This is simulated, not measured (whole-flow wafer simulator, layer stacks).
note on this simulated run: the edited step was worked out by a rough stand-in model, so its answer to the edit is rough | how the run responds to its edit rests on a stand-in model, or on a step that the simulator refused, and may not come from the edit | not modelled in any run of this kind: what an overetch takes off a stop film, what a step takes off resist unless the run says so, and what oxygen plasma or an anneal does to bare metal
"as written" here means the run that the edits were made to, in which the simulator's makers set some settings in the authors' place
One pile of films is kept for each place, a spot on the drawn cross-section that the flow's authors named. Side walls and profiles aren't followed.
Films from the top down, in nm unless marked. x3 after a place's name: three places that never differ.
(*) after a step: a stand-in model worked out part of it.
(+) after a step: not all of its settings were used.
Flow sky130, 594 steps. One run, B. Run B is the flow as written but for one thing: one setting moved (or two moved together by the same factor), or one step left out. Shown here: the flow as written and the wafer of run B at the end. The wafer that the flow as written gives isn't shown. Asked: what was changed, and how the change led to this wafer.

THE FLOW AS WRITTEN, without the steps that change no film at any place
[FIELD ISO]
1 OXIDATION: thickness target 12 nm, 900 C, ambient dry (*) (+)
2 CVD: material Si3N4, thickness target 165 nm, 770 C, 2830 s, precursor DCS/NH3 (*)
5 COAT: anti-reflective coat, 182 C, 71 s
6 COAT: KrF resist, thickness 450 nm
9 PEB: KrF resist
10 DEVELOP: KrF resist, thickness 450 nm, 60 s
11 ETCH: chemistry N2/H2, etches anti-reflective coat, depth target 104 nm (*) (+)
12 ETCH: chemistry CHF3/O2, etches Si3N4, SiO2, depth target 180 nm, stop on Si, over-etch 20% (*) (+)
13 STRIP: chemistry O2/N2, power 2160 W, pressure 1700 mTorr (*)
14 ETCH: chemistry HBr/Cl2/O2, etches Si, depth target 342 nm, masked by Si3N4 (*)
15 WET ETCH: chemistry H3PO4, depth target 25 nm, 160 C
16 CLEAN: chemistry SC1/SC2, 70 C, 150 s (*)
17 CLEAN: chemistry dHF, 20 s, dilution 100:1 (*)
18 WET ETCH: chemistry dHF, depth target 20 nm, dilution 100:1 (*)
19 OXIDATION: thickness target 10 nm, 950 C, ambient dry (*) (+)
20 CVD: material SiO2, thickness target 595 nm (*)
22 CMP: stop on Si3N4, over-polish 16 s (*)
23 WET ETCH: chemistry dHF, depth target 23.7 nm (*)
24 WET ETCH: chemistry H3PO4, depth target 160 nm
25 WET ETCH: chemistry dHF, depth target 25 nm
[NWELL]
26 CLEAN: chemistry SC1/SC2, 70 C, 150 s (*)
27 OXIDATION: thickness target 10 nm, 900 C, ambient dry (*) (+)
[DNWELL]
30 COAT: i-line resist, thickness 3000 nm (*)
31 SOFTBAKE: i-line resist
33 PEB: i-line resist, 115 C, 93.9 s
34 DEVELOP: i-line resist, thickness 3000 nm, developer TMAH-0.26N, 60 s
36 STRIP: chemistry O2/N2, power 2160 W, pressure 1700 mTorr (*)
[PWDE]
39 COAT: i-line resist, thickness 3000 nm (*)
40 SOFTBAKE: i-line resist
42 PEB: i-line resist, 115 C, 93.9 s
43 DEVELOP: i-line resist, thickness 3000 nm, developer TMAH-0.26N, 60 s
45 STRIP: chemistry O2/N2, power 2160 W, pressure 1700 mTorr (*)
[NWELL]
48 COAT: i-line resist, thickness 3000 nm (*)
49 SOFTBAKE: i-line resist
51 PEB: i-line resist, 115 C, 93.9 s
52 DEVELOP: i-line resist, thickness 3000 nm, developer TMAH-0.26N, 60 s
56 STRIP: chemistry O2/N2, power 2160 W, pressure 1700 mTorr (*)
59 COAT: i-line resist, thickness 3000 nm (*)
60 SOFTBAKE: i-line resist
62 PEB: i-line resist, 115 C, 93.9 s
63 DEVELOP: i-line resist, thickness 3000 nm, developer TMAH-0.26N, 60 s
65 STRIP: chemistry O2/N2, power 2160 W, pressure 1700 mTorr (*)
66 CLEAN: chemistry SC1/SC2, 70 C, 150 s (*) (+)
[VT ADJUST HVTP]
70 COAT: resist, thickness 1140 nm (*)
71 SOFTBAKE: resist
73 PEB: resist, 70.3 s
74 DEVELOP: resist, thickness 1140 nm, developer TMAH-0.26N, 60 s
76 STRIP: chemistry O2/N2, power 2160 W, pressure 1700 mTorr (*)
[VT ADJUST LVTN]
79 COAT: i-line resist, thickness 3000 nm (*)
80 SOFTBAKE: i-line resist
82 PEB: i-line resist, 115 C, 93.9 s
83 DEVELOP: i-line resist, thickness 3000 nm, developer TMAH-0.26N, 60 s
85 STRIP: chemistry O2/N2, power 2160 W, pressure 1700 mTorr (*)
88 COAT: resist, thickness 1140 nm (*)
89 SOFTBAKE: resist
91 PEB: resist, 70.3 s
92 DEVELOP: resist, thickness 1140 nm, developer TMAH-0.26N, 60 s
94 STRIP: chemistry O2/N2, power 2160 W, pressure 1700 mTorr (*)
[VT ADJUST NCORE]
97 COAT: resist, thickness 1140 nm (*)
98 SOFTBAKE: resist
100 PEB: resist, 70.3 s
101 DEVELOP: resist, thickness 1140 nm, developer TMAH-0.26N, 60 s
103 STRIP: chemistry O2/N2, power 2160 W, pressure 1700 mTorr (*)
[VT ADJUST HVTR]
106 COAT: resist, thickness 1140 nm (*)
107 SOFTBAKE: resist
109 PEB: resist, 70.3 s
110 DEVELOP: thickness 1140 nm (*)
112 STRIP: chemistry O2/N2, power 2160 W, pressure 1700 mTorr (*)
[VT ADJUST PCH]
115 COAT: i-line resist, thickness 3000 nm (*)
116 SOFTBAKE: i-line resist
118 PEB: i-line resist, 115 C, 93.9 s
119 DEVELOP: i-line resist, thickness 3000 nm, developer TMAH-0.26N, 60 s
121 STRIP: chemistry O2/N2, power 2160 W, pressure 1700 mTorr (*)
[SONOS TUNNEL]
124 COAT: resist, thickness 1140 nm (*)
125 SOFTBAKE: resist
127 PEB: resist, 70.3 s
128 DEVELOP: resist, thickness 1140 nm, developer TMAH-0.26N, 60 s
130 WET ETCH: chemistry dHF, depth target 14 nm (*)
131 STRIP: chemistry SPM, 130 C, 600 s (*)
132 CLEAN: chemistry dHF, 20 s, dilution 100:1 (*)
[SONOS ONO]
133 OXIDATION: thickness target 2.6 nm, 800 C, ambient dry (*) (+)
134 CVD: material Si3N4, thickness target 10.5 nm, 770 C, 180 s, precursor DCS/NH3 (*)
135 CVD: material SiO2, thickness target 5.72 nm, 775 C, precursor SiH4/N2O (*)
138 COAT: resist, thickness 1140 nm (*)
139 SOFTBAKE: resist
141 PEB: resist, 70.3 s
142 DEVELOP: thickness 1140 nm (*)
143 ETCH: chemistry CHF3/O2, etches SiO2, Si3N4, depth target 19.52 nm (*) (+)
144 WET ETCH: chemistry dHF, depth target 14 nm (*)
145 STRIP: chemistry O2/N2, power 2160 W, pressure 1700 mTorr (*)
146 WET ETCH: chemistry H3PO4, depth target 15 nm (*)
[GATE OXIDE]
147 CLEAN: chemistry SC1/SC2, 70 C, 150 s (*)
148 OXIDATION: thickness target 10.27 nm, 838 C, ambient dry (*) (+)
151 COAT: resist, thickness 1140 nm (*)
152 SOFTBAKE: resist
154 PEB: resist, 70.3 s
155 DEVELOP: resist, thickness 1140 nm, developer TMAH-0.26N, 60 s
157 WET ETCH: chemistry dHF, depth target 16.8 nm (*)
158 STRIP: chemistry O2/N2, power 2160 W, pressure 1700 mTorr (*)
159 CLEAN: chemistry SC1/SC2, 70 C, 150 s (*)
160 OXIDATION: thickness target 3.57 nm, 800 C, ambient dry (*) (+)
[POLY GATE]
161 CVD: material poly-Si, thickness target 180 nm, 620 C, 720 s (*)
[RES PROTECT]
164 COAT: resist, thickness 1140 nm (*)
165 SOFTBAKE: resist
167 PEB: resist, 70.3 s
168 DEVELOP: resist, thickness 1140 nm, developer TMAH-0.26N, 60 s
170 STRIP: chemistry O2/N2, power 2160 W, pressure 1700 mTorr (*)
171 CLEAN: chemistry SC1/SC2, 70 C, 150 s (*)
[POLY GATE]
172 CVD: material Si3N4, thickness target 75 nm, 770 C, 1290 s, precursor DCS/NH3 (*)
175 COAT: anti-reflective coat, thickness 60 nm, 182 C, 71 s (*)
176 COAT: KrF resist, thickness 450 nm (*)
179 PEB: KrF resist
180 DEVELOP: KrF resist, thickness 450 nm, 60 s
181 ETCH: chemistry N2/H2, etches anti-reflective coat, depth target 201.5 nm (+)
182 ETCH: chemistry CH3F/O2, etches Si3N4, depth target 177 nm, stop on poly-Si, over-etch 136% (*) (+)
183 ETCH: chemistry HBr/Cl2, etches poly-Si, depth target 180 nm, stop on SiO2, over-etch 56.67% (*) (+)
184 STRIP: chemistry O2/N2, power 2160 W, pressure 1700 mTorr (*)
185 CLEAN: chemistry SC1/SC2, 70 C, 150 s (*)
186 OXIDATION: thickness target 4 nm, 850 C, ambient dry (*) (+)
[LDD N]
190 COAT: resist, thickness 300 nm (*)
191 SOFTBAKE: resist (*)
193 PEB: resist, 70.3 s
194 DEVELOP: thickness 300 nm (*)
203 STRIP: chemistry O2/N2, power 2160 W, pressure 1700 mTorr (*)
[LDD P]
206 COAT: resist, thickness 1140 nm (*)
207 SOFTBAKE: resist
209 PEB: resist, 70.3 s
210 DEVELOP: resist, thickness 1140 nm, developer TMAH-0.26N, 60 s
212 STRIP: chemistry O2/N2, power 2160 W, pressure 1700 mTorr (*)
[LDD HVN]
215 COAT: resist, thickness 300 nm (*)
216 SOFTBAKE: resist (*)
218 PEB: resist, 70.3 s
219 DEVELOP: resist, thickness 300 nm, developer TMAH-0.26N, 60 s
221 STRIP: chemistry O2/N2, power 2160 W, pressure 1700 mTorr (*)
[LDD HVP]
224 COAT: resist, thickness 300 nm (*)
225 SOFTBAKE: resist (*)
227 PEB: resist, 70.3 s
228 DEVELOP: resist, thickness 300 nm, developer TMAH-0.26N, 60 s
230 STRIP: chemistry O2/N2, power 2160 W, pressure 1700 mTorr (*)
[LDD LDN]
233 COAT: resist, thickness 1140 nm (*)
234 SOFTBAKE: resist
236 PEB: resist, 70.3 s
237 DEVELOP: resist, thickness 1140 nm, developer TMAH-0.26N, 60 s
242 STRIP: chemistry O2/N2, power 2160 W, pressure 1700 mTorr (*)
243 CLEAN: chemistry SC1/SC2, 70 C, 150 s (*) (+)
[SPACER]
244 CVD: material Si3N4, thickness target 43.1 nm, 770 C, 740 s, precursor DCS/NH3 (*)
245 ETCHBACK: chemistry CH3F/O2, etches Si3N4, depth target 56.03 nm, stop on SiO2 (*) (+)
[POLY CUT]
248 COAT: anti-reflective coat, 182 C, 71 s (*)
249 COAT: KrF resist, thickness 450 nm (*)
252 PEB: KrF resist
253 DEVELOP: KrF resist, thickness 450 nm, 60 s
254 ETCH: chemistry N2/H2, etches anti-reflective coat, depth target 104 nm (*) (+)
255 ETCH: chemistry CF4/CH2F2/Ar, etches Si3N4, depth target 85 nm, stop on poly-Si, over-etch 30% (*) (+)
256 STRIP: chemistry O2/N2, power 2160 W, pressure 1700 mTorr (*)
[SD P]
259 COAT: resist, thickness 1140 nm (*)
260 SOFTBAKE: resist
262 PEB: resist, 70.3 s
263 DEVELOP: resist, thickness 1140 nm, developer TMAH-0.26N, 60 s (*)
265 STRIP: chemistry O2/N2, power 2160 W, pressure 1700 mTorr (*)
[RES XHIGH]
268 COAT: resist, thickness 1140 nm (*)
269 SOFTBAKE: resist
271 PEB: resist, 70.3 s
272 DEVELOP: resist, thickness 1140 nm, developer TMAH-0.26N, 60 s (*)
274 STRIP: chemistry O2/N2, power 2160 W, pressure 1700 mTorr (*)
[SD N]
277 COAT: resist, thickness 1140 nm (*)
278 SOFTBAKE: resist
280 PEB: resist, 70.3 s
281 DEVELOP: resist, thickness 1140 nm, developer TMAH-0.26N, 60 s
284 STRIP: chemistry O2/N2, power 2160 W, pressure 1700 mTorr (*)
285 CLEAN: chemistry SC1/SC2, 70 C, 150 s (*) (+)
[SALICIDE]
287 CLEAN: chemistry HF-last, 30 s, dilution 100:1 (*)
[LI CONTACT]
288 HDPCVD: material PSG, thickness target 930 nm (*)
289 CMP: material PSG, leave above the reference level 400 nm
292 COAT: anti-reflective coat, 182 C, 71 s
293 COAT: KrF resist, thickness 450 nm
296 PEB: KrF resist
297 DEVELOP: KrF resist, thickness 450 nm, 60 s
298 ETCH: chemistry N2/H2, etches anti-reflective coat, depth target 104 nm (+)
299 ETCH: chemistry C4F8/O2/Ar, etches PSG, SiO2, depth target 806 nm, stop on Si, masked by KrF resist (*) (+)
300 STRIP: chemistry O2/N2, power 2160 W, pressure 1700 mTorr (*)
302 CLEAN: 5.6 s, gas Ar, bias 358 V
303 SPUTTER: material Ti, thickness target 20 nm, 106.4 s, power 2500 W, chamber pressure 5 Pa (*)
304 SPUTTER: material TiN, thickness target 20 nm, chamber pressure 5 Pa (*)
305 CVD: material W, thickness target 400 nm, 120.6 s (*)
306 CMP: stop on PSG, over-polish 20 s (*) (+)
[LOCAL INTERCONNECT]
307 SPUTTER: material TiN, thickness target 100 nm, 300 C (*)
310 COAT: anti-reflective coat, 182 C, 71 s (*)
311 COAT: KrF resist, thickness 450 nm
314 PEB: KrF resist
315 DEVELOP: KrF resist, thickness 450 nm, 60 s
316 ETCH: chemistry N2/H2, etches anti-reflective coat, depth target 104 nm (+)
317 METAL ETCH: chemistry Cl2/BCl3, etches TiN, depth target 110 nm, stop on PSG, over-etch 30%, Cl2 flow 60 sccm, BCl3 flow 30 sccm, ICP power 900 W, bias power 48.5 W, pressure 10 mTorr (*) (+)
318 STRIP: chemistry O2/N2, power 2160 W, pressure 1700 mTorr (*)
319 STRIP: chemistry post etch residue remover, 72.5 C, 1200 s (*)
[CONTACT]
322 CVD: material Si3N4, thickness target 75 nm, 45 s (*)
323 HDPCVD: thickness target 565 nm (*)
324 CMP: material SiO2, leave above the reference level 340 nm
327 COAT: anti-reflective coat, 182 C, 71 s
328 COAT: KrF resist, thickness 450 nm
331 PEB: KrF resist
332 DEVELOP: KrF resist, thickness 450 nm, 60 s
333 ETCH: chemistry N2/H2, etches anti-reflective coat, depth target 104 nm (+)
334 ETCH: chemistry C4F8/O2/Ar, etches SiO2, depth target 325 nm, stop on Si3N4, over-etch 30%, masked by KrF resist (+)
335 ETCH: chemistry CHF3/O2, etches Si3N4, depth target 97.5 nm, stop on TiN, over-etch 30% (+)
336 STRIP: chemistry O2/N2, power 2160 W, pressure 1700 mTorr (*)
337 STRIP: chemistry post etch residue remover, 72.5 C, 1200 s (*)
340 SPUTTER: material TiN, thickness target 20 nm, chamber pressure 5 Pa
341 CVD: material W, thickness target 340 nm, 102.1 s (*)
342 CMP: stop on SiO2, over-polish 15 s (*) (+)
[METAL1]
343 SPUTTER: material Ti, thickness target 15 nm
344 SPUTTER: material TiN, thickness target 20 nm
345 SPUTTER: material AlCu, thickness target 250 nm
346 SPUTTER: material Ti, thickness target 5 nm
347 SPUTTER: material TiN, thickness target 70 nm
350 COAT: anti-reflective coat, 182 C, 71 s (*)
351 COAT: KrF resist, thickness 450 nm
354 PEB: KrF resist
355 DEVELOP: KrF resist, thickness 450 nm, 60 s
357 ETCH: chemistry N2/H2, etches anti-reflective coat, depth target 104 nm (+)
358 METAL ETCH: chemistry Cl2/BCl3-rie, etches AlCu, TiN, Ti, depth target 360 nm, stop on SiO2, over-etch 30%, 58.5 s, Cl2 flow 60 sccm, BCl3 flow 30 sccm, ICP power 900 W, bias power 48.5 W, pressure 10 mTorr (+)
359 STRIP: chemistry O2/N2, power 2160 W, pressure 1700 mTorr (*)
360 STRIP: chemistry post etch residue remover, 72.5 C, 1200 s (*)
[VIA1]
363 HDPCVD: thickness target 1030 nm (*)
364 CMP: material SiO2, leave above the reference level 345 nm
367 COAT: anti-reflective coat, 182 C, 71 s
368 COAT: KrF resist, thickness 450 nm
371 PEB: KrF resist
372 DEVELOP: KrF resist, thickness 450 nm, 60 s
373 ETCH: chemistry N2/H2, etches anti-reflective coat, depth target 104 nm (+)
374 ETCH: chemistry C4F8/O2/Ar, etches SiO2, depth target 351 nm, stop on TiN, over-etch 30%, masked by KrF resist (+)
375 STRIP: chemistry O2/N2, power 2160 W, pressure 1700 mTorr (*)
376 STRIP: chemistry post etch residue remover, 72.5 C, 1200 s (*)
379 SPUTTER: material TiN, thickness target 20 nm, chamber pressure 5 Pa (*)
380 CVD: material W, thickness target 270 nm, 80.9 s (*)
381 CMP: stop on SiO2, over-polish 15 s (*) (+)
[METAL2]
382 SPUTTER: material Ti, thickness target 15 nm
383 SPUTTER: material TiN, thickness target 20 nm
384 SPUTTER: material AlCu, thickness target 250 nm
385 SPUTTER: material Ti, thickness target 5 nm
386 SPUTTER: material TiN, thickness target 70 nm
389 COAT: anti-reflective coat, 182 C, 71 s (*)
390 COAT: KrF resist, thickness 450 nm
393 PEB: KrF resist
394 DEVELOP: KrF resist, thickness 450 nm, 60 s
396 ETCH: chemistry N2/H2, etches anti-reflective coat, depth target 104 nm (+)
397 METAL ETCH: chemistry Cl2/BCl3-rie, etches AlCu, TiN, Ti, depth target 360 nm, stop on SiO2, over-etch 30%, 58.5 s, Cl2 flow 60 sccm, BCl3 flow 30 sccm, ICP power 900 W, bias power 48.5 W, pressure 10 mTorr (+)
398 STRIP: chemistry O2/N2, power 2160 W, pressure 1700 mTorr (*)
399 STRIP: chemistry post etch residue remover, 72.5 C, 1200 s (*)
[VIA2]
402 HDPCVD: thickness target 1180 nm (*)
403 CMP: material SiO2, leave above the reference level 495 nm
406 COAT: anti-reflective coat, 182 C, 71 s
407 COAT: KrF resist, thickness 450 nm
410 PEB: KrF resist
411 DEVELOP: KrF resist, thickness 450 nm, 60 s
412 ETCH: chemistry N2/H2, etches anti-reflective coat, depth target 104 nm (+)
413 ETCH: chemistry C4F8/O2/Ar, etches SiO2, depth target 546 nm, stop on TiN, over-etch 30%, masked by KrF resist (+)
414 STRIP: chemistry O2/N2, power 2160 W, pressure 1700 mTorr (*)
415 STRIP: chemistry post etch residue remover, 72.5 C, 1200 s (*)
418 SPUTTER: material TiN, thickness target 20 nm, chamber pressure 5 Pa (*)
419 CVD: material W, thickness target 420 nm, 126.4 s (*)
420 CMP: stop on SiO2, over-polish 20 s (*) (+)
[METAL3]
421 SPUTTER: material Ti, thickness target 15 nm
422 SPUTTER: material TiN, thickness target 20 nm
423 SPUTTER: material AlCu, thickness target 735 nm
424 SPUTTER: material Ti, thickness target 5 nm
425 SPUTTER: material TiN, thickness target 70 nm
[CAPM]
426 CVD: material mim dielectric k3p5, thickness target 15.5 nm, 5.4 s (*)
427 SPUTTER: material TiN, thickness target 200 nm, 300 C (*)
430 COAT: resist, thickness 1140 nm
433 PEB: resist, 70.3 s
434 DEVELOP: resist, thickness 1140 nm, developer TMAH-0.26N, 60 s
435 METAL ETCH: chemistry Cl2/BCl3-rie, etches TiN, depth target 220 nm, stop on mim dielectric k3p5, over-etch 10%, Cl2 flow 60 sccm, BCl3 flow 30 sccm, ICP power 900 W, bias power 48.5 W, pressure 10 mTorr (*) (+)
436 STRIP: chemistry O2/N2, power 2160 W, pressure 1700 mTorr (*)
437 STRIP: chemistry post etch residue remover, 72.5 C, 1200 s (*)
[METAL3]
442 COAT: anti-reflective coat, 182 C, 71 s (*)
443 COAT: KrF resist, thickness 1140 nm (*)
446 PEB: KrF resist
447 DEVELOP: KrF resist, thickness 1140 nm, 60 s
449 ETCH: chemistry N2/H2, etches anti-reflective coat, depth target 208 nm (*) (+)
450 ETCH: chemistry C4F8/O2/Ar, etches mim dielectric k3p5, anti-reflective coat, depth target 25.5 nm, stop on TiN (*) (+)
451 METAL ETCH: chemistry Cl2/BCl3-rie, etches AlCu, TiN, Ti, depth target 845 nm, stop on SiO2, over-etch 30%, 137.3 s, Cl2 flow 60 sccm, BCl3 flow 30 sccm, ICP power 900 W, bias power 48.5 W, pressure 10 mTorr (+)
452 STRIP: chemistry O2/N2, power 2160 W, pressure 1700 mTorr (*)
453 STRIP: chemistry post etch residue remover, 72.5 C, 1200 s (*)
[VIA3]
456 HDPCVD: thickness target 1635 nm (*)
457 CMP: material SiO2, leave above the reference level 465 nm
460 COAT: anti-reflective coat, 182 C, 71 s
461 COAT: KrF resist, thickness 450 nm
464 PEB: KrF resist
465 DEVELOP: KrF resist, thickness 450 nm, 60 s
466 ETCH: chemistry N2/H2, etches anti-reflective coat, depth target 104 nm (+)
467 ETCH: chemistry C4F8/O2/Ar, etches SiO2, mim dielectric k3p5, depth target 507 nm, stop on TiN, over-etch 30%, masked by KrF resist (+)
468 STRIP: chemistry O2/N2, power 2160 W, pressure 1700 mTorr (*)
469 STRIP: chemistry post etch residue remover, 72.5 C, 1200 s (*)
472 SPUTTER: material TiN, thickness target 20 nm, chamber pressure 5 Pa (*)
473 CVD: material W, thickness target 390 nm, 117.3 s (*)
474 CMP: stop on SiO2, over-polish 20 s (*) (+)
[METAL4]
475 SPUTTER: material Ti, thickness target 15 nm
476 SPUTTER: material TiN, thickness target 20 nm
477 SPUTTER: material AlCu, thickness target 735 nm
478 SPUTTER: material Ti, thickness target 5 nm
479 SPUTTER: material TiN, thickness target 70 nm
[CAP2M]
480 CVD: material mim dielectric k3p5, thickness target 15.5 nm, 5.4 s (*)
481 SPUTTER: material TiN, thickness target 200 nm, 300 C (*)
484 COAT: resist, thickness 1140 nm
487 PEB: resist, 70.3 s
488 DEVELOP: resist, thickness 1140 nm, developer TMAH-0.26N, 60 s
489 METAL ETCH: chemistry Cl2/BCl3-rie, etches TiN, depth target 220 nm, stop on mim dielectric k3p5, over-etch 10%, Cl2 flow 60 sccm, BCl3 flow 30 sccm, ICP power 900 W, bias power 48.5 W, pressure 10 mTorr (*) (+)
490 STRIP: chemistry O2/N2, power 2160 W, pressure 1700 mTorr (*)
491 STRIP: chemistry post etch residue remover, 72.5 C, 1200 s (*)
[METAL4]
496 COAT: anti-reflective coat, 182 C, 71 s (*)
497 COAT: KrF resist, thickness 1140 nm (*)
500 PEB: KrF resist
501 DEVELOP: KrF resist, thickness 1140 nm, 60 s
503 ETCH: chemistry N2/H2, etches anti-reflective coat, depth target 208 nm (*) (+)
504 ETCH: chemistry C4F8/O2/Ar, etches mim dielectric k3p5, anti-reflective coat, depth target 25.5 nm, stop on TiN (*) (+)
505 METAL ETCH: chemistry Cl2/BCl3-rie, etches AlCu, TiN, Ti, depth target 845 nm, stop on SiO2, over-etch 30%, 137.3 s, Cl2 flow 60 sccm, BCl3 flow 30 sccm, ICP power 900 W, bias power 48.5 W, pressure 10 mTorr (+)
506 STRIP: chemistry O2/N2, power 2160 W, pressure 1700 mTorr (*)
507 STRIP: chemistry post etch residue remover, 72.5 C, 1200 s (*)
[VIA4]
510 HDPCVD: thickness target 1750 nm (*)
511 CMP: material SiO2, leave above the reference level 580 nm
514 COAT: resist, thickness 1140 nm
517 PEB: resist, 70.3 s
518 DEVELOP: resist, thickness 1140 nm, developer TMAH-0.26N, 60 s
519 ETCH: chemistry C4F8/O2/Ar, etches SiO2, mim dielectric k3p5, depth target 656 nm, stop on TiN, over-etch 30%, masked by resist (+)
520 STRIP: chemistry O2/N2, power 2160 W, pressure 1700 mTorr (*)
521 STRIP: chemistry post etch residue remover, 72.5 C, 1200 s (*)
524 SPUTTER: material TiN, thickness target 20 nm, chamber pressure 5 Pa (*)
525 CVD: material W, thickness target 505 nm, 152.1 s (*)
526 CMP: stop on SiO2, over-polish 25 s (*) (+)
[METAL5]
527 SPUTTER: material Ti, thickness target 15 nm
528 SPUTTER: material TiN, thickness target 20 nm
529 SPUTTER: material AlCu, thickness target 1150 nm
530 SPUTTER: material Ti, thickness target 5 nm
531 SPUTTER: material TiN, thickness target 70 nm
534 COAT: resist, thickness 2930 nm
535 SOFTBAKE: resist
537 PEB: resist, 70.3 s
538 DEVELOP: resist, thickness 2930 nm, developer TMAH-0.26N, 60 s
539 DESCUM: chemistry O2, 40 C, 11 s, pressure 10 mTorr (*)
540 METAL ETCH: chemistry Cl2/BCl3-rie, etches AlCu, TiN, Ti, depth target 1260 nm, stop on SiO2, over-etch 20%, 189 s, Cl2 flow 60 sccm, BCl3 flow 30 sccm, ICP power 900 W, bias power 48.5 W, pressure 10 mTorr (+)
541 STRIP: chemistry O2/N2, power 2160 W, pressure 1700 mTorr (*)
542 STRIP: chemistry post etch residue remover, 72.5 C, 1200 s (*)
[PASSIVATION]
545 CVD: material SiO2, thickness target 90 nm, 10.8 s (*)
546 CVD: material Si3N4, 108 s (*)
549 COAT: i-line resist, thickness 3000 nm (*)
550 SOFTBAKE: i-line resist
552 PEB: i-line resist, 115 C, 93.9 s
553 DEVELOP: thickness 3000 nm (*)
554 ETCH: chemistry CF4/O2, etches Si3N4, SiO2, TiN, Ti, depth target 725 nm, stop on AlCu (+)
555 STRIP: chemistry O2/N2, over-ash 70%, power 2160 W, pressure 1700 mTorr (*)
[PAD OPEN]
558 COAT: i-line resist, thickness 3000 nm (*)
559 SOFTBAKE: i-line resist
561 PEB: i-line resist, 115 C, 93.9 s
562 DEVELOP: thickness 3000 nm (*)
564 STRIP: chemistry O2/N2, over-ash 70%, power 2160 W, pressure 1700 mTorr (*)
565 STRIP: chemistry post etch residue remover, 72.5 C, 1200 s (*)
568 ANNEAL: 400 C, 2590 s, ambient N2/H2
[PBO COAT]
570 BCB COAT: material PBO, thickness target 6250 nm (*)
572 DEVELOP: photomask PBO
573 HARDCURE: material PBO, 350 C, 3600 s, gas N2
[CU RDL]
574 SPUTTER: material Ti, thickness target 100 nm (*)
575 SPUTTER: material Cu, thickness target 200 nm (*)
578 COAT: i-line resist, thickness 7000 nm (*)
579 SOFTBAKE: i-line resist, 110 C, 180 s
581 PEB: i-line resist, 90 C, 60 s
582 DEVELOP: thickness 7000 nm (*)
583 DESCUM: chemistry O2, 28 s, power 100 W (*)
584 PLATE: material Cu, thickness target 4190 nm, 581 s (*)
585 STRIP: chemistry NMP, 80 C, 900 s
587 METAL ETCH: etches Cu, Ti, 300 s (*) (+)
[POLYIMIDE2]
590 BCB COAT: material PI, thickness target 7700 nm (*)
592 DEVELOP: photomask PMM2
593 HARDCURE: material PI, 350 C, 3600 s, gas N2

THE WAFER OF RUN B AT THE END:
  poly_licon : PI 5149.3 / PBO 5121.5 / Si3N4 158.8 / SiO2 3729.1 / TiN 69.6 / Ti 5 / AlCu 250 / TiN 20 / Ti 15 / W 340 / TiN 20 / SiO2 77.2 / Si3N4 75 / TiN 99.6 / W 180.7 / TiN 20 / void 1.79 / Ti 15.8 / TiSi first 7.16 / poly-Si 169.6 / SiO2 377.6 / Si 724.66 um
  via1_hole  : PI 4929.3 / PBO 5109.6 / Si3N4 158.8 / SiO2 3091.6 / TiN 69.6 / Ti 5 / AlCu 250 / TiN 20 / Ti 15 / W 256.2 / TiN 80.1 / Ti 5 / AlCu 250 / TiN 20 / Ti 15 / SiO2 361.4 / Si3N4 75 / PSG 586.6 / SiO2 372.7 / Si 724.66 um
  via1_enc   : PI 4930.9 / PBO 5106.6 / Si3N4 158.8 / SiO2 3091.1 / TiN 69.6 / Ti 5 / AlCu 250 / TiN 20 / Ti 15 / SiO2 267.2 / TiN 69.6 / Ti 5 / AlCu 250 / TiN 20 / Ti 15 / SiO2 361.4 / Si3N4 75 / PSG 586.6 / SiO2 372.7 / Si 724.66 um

The cause: step 305, CVD: thickness target 180 nm was run, where the flow has thickness target 400 nm; step 305, CVD: 54.25 s was run, where the flow has 120.6 s.

How the change led to this, step by step:
  305 CVD: material W, thickness target 400 nm, 120.6 s (*)
      field, active, n_well and 185 more: W +180.7 (new film) (as written it would be: W +400 (new film))
      ndiff_licon: W +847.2 (new film) (as written it would be: W +1066.5 (new film))
      (and at 2 more places)
  306 CMP: stop on PSG, over-polish 20 s (*) (+)
      poly_licon: nothing (as written it would be: W -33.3)
      field, active, n_well and 184 more: W -180.7 (all of it), TiN -20 (all of it), Ti -20 (all of it), PSG -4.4 (as written it would be: W -400 (all of it), TiN -20 (all of it), Ti -20 (all of it), PSG -4.4)
      (and at 3 more places)
  310 COAT: anti-reflective coat, 182 C, 71 s (*)
      poly_licon: anti-reflective coat +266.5 (new film) (as written it would be: anti-reflective coat +80.5 (new film))
  318 STRIP: chemistry O2/N2, power 2160 W, pressure 1700 mTorr (*)
      poly_licon: KrF resist -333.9 (all of it), anti-reflective coat -266.5 (all of it) (as written it would be: KrF resist -333.9 (all of it), anti-reflective coat -80.5 (all of it))
  324 CMP: material SiO2, leave above the reference level 340 nm
      poly_licon: SiO2 -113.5 (as written it would be: SiO2 -299.5)
  334 ETCH: chemistry C4F8/O2/Ar, etches SiO2, depth target 325 nm, stop on Si3N4, over-etch 30%, masked by KrF resist (+)
      poly_licon: SiO2 -325 (as written it would be: SiO2 -264.9 (all of it))
  335 ETCH: chemistry CHF3/O2, etches Si3N4, depth target 97.5 nm, stop on TiN, over-etch 30% (+)
      poly_licon: SiO2 -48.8 (as written it would be: Si3N4 -75 (all of it))
  340 SPUTTER: material TiN, thickness target 20 nm, chamber pressure 5 Pa
      poly_licon: TiN +20 (new film) (as written it would be: TiN +20)
  342 CMP: stop on SiO2, over-polish 15 s (*) (+)
      poly_licon: nothing (as written it would be: W -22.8)
  350 COAT: anti-reflective coat, 182 C, 71 s (*)
      poly_licon: anti-reflective coat +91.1 (new film) (as written it would be: anti-reflective coat +80.5 (new film))
  359 STRIP: chemistry O2/N2, power 2160 W, pressure 1700 mTorr (*)
      poly_licon: KrF resist -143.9 (all of it), anti-reflective coat -91.1 (all of it) (as written it would be: KrF resist -143.9 (all of it), anti-reflective coat -80.5 (all of it))
Counting metal films that touch as one body, poly_licon has 3 bodies (between them, from the top down: SiO2 77.2 / Si3N4 75; void 1.79); the flow as written gives 2 bodies (between them, from the top down: void 1.79).
